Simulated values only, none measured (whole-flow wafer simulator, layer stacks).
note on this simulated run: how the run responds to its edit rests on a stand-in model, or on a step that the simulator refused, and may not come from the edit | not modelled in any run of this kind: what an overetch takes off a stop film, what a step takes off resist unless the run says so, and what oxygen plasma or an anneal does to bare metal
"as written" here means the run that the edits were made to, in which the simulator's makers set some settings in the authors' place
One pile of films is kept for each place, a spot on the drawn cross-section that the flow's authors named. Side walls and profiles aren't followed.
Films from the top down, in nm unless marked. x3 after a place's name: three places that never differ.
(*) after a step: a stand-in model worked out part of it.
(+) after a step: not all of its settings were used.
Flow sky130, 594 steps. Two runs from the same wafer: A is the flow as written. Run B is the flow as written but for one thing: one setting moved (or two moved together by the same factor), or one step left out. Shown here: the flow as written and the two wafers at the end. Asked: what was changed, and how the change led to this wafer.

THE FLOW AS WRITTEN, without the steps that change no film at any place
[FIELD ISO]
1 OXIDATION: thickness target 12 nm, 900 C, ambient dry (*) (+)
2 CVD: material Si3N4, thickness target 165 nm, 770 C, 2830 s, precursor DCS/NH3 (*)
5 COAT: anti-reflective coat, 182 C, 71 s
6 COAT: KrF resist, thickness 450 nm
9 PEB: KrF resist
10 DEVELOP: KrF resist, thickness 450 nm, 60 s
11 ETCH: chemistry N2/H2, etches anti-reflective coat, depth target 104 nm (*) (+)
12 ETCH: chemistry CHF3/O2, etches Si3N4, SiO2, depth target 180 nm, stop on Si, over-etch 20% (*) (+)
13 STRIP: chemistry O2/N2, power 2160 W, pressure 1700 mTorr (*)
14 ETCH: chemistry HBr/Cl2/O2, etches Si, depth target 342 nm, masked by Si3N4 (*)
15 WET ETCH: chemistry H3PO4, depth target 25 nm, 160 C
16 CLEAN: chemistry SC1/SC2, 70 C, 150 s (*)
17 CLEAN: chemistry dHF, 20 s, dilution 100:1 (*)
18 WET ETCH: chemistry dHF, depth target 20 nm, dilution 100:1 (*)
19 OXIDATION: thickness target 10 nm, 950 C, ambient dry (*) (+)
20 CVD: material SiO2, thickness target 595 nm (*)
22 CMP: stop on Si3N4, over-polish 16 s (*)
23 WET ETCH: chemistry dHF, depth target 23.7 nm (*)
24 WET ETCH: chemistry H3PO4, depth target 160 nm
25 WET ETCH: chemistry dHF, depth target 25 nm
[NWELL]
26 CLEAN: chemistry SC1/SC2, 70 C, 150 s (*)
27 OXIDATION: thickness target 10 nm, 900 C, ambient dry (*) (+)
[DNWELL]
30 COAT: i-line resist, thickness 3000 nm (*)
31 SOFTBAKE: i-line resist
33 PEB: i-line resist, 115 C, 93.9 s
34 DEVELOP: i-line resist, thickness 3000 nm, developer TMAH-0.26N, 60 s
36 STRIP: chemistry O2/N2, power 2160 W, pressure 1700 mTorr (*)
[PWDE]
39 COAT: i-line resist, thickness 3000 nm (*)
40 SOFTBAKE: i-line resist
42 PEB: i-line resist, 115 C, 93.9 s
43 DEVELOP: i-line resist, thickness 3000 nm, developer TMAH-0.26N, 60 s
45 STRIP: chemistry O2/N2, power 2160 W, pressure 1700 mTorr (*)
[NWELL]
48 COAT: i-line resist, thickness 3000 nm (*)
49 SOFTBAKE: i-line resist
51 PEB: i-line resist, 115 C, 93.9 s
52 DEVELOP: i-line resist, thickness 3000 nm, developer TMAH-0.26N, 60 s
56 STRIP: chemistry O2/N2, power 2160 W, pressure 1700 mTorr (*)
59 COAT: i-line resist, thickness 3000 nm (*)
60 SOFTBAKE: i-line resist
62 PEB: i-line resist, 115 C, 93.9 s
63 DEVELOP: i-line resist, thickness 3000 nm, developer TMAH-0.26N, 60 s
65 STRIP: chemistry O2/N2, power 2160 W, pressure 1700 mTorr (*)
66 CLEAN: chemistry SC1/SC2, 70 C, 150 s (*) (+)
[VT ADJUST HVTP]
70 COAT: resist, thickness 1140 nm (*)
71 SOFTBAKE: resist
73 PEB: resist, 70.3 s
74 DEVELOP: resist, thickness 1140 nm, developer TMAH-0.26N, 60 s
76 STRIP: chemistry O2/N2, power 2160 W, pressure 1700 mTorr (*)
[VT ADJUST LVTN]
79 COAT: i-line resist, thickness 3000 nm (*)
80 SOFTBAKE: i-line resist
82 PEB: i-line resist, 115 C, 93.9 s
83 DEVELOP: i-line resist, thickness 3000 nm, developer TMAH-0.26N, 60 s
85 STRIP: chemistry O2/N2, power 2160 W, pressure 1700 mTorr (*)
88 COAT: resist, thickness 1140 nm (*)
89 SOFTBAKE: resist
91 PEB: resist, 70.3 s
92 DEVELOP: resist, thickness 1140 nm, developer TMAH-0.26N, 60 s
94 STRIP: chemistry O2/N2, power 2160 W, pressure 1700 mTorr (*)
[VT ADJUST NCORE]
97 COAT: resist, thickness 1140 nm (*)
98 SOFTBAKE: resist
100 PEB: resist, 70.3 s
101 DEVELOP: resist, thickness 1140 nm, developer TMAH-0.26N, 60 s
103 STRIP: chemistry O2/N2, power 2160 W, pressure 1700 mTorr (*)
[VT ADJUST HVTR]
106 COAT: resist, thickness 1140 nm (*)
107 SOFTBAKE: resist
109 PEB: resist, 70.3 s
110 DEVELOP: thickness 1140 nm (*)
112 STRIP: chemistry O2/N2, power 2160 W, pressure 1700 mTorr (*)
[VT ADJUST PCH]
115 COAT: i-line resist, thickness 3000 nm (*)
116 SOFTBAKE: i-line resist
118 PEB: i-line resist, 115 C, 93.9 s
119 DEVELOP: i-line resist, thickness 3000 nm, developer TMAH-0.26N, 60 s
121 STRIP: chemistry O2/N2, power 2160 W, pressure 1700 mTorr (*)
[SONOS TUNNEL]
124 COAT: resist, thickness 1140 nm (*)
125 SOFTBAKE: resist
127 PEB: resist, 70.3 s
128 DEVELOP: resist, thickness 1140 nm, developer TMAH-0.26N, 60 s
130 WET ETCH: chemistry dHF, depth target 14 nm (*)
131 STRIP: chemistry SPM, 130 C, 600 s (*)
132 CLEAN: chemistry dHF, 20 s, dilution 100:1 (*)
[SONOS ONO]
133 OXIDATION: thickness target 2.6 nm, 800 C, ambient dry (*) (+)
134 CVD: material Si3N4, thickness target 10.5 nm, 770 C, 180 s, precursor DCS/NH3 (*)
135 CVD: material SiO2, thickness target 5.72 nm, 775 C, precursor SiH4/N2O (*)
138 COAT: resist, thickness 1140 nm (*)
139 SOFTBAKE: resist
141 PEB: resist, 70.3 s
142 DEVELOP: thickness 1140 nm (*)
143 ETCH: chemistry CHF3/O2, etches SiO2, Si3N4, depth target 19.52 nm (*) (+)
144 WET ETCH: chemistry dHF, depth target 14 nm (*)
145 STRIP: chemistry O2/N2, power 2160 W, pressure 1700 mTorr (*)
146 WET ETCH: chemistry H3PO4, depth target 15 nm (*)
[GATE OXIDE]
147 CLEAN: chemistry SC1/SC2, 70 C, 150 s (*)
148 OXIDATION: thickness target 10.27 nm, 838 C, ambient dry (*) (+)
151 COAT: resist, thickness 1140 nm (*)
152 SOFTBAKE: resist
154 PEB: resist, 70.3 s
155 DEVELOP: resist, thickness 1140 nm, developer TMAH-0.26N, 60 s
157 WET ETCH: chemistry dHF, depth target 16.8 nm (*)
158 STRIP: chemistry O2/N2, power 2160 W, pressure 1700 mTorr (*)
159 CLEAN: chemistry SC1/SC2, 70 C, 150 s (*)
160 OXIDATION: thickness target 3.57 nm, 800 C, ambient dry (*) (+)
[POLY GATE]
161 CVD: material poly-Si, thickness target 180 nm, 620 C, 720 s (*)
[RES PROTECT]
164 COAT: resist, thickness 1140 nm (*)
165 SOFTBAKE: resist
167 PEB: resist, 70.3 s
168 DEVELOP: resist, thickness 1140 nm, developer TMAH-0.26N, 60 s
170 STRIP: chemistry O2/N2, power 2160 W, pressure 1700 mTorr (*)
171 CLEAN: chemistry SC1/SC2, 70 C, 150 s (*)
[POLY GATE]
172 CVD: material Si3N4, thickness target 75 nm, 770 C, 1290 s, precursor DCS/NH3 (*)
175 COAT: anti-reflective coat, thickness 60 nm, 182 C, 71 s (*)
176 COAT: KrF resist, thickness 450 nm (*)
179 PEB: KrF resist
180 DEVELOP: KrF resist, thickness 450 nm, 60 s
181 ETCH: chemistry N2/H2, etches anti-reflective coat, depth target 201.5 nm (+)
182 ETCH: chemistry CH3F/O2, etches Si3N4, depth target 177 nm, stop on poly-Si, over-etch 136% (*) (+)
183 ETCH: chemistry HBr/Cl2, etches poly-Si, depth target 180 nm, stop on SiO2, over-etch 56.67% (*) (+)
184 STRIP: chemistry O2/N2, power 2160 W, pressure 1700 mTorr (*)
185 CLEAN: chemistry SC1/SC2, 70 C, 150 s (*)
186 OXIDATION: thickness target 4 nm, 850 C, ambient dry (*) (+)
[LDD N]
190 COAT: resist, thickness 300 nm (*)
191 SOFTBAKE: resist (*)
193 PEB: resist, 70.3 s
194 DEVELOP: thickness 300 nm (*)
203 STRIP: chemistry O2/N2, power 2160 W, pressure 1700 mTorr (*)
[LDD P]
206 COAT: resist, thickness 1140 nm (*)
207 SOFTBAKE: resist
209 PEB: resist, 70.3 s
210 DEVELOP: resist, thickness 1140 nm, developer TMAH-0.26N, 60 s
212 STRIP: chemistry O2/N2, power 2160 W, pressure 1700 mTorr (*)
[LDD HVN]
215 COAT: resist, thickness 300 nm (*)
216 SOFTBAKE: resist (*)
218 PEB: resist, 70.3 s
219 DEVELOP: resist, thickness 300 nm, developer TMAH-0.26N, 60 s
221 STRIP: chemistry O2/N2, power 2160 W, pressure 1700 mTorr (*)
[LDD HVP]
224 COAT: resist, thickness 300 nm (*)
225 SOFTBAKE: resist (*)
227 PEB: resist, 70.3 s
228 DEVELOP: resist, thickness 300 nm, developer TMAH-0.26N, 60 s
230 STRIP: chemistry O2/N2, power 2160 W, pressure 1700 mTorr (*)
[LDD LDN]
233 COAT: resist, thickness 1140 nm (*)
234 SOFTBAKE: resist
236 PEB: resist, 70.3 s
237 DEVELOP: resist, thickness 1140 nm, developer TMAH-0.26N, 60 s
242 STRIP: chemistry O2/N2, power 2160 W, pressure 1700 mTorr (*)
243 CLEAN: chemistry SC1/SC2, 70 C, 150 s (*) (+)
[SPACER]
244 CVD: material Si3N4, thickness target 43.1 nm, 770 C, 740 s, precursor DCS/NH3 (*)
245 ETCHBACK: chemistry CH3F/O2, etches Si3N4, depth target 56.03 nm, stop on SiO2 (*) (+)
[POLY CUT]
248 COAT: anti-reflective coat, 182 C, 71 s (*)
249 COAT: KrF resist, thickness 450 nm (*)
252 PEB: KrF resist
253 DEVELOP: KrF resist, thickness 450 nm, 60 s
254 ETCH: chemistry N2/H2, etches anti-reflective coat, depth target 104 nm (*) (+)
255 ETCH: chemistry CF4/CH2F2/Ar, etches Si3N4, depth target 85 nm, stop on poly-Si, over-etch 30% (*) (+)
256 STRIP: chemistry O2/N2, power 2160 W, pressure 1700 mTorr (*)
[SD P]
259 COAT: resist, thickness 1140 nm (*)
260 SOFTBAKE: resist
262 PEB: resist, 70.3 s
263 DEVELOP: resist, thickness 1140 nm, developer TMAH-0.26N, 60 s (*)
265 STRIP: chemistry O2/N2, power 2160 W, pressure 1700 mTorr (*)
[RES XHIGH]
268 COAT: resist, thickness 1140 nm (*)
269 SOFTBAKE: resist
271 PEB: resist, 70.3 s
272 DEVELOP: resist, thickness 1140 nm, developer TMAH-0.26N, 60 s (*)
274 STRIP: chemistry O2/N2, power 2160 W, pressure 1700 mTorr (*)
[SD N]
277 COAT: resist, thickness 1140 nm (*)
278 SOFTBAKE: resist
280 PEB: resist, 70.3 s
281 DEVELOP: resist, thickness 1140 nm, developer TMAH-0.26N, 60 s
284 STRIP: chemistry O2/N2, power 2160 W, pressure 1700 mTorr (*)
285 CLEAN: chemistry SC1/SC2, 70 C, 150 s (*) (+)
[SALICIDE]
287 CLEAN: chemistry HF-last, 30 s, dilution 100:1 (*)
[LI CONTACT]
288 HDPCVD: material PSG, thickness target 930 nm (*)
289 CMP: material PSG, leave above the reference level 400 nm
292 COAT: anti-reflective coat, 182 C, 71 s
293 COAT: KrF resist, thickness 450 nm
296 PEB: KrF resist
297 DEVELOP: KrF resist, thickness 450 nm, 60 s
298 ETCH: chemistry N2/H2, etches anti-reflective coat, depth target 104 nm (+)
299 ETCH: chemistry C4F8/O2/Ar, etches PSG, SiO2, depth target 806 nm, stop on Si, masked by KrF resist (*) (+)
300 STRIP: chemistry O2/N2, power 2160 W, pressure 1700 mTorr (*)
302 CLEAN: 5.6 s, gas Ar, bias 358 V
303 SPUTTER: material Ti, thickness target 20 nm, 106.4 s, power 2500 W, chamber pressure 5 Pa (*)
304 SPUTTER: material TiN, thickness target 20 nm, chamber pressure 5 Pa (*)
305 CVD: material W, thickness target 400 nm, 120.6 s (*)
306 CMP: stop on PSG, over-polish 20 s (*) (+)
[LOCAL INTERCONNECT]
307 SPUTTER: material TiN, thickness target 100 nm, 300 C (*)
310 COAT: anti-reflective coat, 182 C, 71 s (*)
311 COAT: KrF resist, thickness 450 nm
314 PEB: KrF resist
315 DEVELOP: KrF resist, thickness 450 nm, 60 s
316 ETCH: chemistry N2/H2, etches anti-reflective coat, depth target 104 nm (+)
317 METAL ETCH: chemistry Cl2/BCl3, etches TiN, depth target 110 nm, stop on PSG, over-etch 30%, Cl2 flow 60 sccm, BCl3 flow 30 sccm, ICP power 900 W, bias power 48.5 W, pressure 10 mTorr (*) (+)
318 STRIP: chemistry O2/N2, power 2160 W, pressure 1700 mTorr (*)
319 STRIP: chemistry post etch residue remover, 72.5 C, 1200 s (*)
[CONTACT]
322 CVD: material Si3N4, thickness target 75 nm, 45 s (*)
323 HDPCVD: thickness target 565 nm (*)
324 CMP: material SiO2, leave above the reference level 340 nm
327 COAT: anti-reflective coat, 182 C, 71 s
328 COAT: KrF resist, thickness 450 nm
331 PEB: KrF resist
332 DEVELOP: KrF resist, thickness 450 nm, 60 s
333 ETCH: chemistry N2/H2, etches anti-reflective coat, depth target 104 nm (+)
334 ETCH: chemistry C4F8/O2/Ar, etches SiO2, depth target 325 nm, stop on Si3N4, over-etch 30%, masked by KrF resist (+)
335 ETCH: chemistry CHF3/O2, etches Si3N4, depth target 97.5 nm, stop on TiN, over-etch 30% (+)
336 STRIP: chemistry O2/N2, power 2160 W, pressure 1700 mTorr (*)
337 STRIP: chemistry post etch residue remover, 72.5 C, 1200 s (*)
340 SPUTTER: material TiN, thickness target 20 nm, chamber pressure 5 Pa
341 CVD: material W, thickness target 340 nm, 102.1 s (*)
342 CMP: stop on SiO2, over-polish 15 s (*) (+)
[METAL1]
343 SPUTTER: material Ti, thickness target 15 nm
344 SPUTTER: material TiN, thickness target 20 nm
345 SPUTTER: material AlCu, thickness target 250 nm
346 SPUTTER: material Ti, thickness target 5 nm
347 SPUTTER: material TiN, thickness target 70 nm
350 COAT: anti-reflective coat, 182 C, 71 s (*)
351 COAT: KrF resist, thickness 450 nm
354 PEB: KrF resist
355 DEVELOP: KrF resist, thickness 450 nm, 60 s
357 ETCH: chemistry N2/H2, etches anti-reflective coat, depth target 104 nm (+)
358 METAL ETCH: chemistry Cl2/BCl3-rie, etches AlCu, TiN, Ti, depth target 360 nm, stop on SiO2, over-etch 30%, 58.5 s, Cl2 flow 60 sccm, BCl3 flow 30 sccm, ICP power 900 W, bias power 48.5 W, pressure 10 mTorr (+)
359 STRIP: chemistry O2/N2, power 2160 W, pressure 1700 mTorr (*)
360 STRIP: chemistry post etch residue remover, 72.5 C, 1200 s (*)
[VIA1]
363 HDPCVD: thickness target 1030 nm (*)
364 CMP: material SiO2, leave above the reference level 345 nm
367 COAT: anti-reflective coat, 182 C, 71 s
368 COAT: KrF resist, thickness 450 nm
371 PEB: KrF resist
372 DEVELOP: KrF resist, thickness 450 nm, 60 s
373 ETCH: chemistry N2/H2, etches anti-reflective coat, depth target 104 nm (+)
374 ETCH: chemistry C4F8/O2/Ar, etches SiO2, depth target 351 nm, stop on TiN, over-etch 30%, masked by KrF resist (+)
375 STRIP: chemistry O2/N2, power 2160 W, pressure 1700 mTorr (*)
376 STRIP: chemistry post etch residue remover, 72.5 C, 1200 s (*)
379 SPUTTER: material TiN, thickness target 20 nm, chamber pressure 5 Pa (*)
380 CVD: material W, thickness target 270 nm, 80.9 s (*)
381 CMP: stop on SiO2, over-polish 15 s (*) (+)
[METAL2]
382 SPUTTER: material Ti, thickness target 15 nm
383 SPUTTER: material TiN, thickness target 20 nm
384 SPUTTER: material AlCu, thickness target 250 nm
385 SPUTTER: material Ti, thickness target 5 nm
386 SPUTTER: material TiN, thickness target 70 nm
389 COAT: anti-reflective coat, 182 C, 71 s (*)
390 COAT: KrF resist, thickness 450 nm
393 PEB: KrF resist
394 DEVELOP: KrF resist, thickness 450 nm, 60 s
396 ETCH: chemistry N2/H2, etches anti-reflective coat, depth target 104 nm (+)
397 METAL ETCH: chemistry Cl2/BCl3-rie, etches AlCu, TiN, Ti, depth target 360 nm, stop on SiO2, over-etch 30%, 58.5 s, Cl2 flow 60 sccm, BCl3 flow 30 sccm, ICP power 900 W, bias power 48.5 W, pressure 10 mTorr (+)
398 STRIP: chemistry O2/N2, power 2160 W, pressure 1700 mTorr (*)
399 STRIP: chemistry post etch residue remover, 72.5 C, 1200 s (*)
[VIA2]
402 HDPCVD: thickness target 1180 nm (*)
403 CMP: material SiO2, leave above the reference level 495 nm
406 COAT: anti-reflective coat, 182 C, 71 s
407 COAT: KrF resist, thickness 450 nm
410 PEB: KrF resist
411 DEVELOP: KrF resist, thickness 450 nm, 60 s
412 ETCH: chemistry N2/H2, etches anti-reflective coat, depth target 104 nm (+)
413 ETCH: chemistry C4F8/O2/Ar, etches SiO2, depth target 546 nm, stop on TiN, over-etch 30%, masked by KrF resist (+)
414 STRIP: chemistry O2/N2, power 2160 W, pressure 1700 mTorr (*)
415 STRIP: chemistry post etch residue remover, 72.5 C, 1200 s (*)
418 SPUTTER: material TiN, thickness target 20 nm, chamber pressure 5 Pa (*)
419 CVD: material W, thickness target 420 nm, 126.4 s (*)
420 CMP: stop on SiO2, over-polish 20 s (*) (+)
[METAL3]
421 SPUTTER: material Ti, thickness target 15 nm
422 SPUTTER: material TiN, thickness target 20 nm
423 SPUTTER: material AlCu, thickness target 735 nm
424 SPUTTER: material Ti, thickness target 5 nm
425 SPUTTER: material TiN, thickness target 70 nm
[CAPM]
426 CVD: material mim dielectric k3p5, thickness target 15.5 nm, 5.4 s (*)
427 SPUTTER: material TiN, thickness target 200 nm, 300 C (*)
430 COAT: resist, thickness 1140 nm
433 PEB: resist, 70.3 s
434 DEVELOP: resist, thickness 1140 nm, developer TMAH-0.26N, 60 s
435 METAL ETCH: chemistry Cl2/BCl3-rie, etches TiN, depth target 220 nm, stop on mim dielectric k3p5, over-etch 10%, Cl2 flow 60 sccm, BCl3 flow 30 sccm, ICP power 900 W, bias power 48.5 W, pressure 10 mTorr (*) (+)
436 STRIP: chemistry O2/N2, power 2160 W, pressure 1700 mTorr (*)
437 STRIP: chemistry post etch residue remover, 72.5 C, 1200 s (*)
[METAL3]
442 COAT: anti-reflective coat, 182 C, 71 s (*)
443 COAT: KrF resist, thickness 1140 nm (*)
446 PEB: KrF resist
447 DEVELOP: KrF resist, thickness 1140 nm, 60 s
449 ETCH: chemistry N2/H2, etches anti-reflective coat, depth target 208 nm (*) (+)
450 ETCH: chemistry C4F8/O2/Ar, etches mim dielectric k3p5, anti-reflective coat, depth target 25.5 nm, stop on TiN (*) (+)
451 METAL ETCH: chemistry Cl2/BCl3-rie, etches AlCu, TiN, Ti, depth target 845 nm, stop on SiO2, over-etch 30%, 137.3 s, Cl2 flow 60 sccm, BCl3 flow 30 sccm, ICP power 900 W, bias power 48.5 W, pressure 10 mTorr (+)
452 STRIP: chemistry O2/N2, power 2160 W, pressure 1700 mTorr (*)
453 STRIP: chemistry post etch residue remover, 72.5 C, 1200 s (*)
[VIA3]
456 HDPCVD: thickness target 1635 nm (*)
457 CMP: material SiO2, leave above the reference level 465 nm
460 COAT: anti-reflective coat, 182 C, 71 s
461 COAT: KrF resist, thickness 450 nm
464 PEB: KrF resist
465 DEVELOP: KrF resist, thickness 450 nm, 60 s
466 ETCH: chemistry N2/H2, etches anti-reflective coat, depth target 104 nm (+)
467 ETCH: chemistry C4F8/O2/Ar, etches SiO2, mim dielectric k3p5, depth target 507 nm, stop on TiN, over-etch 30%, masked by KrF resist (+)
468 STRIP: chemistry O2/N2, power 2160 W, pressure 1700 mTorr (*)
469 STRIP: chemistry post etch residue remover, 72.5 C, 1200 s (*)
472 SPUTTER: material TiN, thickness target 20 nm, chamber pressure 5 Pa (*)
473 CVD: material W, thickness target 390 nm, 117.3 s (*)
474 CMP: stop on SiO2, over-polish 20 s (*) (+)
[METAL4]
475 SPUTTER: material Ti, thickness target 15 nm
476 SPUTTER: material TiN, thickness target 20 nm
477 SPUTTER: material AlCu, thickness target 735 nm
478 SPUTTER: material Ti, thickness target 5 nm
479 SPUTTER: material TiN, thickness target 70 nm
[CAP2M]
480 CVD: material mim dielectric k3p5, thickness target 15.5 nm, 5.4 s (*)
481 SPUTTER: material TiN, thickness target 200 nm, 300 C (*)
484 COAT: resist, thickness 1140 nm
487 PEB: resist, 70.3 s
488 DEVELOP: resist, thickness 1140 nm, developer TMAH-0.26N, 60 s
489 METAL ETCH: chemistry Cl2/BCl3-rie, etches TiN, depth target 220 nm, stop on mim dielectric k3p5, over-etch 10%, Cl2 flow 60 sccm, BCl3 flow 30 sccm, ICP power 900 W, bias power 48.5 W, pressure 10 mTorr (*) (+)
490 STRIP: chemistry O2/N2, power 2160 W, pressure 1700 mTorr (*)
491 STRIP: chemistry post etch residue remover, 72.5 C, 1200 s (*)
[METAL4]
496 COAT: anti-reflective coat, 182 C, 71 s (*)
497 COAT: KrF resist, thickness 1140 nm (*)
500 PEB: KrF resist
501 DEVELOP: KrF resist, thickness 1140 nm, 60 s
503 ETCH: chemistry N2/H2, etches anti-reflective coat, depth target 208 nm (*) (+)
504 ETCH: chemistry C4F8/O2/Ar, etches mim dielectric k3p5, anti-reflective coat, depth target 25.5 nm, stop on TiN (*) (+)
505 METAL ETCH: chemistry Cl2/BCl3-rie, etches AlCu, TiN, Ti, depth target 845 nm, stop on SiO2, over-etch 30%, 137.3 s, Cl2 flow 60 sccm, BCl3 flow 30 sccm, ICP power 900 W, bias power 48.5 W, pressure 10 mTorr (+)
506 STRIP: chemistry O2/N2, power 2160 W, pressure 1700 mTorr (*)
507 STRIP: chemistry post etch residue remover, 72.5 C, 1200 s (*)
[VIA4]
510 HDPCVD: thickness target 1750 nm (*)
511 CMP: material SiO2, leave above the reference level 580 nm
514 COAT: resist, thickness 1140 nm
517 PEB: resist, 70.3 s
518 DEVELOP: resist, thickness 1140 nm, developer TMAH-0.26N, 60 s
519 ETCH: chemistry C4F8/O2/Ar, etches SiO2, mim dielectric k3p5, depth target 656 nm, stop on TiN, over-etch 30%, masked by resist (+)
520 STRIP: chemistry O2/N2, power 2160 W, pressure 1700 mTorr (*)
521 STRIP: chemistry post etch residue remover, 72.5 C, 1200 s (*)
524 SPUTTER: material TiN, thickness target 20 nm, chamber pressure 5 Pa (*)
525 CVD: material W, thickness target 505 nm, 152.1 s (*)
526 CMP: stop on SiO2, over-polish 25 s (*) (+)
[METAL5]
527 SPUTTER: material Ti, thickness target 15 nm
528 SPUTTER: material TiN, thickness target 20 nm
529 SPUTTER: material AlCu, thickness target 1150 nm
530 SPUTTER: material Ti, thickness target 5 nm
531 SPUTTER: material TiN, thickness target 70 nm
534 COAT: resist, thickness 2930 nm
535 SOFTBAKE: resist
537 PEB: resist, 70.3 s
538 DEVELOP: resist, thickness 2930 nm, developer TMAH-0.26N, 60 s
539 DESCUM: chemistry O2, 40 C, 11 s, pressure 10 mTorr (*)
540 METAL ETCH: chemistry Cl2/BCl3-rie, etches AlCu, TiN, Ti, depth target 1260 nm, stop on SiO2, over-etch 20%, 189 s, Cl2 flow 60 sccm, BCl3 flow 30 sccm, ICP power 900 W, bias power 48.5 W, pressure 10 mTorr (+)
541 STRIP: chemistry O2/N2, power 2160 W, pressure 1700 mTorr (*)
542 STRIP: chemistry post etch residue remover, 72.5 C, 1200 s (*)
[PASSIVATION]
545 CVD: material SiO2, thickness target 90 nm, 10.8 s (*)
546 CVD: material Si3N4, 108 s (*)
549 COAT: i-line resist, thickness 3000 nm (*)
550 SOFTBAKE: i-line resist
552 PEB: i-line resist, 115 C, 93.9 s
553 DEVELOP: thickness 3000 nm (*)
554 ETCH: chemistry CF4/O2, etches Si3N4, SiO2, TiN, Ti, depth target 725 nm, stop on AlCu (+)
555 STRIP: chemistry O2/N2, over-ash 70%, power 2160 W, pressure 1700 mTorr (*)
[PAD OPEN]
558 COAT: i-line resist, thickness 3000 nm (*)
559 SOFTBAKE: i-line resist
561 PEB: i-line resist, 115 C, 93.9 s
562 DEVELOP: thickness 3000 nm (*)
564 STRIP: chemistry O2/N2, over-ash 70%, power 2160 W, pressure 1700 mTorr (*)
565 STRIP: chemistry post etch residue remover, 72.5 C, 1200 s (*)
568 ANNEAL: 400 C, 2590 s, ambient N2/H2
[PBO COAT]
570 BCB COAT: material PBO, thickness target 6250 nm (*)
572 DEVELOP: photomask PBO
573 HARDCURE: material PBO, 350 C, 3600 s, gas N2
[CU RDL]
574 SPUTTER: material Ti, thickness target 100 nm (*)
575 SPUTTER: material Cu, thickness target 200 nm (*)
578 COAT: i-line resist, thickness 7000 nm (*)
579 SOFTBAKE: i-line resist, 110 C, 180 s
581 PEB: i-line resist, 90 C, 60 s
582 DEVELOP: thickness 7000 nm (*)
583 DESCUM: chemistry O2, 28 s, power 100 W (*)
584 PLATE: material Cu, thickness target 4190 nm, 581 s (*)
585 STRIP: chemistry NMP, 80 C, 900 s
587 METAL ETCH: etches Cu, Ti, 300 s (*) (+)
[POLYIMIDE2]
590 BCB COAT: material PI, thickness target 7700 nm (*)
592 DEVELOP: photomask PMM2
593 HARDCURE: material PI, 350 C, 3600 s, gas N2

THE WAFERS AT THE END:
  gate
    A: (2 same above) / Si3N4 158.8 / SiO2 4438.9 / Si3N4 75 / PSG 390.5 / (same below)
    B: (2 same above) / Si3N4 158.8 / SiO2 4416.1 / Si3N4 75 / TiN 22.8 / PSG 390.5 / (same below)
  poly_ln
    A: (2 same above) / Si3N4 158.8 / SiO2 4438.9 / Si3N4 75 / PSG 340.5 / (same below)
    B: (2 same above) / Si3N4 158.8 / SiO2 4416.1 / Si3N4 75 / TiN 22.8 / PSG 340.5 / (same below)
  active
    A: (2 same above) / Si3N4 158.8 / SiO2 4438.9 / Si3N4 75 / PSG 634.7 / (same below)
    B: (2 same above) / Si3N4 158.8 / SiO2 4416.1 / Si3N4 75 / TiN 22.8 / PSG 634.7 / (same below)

The cause: step 316, ETCH: depth target 46.8 nm was run, where the flow has depth target 104 nm.

How the change led to this, step by step:
  316 ETCH: chemistry N2/H2, etches anti-reflective coat, depth target 104 nm (+)
      field, active, gate and 87 more: A anti-reflective coat -80 (all of it), TiN -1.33 | B anti-reflective coat -46.8
      rpo_hd: A anti-reflective coat -80 (all of it), TiN -1.34 | B anti-reflective coat -46.8
      (and at 100 more places)
  317 METAL ETCH: chemistry Cl2/BCl3, etches TiN, depth target 110 nm, stop on PSG, over-etch 30%, Cl2 flow 60 sccm, BCl3 flow 30 sccm, ICP power 900 W, bias power 48.5 W, pressure 10 mTorr (*) (+)
      field, active, gate and 88 more: A TiN -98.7 (all of it) | B anti-reflective coat -33.2 (all of it), TiN -76.8
  318 STRIP: chemistry O2/N2, power 2160 W, pressure 1700 mTorr (*)
      n_well, p_well, gate_hv and 93 more: A KrF resist -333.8 (all of it), anti-reflective coat -80 (all of it) | B KrF resist -365.6 (all of it), anti-reflective coat -80 (all of it)
      poly_licon, ndiff_licon, rpo_hd_licon: A KrF resist -333.9 (all of it), anti-reflective coat -80.5 (all of it) | B KrF resist -365.7 (all of it), anti-reflective coat -80.5 (all of it)
      (and at 1 more place)
  324 CMP: material SiO2, leave above the reference level 340 nm
      field, active, gate and 88 more: A SiO2 -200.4 | B SiO2 -223.2
Counting metal films that touch as one body, gate has 1 body; the flow as written gives 0 bodies.
Counting metal films that touch as one body, poly_ln has 1 body; the flow as written gives 0 bodies.
Counting metal films that touch as one body, active has 1 body; the flow as written gives 0 bodies.
